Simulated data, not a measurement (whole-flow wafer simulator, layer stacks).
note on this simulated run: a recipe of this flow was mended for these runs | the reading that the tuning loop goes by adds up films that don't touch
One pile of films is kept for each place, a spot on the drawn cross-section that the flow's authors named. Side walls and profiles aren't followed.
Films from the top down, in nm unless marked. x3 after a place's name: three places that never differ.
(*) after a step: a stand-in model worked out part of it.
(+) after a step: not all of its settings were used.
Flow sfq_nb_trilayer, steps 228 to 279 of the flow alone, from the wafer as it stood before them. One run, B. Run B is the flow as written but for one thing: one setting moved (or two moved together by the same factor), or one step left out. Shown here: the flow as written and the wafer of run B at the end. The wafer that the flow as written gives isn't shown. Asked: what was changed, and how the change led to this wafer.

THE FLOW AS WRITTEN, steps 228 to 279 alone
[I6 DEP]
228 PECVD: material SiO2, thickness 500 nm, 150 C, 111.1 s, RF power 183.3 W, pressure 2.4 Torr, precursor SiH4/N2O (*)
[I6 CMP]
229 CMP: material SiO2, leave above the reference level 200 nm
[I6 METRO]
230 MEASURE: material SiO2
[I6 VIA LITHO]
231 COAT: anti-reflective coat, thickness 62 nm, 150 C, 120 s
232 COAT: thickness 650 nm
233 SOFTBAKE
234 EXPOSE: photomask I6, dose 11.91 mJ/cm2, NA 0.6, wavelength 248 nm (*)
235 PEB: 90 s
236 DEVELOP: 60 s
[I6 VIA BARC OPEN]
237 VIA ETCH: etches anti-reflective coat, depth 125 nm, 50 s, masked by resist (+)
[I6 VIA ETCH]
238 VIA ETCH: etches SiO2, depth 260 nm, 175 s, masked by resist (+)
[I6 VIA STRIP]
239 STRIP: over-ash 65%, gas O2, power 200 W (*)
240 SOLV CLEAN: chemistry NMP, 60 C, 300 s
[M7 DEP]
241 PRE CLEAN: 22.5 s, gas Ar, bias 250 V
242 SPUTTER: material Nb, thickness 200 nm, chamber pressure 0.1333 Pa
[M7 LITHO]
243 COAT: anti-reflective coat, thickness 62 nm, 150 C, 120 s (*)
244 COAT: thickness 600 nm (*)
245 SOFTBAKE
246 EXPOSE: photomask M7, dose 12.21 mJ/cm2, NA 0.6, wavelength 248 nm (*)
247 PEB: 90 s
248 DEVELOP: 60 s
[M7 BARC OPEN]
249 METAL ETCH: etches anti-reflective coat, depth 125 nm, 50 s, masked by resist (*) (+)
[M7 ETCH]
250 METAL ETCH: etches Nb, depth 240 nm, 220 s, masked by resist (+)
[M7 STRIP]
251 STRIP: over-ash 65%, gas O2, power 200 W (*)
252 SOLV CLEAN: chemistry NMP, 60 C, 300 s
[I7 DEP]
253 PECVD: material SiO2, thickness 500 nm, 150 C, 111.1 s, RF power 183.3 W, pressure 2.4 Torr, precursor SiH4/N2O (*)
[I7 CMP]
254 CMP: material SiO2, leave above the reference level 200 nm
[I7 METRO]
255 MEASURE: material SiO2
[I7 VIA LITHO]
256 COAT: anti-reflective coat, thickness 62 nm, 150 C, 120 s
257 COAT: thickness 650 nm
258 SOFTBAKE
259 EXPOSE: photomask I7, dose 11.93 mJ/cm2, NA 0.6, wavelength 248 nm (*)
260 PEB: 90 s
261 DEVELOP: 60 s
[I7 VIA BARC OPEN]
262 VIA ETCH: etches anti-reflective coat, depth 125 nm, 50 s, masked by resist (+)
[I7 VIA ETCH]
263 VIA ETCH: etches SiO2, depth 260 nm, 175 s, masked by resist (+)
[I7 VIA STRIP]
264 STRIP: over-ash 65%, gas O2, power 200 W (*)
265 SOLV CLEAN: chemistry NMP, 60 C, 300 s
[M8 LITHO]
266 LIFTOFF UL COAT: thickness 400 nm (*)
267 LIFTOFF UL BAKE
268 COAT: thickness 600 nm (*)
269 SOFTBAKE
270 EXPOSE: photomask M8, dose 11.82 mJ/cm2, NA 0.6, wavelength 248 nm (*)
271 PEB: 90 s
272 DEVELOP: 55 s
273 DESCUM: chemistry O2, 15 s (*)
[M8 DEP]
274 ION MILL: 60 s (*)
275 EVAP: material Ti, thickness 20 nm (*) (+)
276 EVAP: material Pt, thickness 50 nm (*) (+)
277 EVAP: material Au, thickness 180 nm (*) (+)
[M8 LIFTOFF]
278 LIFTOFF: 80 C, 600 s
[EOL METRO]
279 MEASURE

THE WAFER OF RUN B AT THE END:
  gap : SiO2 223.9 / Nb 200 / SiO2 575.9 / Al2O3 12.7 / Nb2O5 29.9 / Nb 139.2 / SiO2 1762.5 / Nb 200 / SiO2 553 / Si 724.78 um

The cause: step 228, PECVD: thickness 415.7 nm was run, where the flow has thickness 500 nm; step 228, PECVD: 92.37 s was run, where the flow has 111.1 s.

How the change led to this, step by step:
  228 PECVD: material SiO2, thickness 500 nm, 150 C, 111.1 s, RF power 183.3 W, pressure 2.4 Torr, precursor SiH4/N2O (*)
      field_l, p4_fl, p4_fm and 62 more: SiO2 +415.7 (as written it would be: SiO2 +500)
      v_sur, via_wl, via_w and 22 more: SiO2 +415.7 (new film) (as written it would be: SiO2 +500 (new film))
      (and at 16 more places)
  229 CMP: material SiO2, leave above the reference level 200 nm
      gap: nothing (as written it would be: SiO2 -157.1)
      field_l, p4_fl, p4_fm and 59 more: SiO2 -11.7 (as written it would be: SiO2 -96)
      (and at 43 more places)
  231 COAT: anti-reflective coat, thickness 62 nm, 150 C, 120 s
      be_sur, jj_sur: anti-reflective coat +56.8 (new film) (as written it would be: anti-reflective coat +62 (new film))
      be: anti-reflective coat +60.2 (new film) (as written it would be: anti-reflective coat +62 (new film))
      (and at 3 more places)
  239 STRIP: over-ash 65%, gas O2, power 200 W (*)
      be_sur, jj_sur: KrF-resist-other-grade -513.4 (all of it), anti-reflective coat -56.8 (all of it) (as written it would be: KrF-resist-other-grade -510.8 (all of it), anti-reflective coat -62 (all of it))
      be: KrF-resist-other-grade -511 (all of it), anti-reflective coat -60.2 (all of it) (as written it would be: KrF-resist-other-grade -510.8 (all of it), anti-reflective coat -62 (all of it))
      (and at 3 more places)
  243 COAT: anti-reflective coat, thickness 62 nm, 150 C, 120 s (*)
      be: anti-reflective coat +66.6 (new film) (as written it would be: anti-reflective coat +68.4 (new film))
      be_sur: anti-reflective coat +63.2 (new film) (as written it would be: anti-reflective coat +70.3 (new film))
      (and at 4 more places)
  251 STRIP: over-ash 65%, gas O2, power 200 W (*)
      be: KrF-resist-other-grade -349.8 (all of it), anti-reflective coat -66.6 (all of it) (as written it would be: KrF-resist-other-grade -350 (all of it), anti-reflective coat -68.4 (all of it))
      be_sur: KrF-resist-other-grade -357.4 (all of it), anti-reflective coat -63.2 (all of it) (as written it would be: KrF-resist-other-grade -353.8 (all of it), anti-reflective coat -70.3 (all of it))
      (and at 4 more places)
  254 CMP: material SiO2, leave above the reference level 200 nm
      gap: SiO2 -276.1 (as written it would be: SiO2 -300)
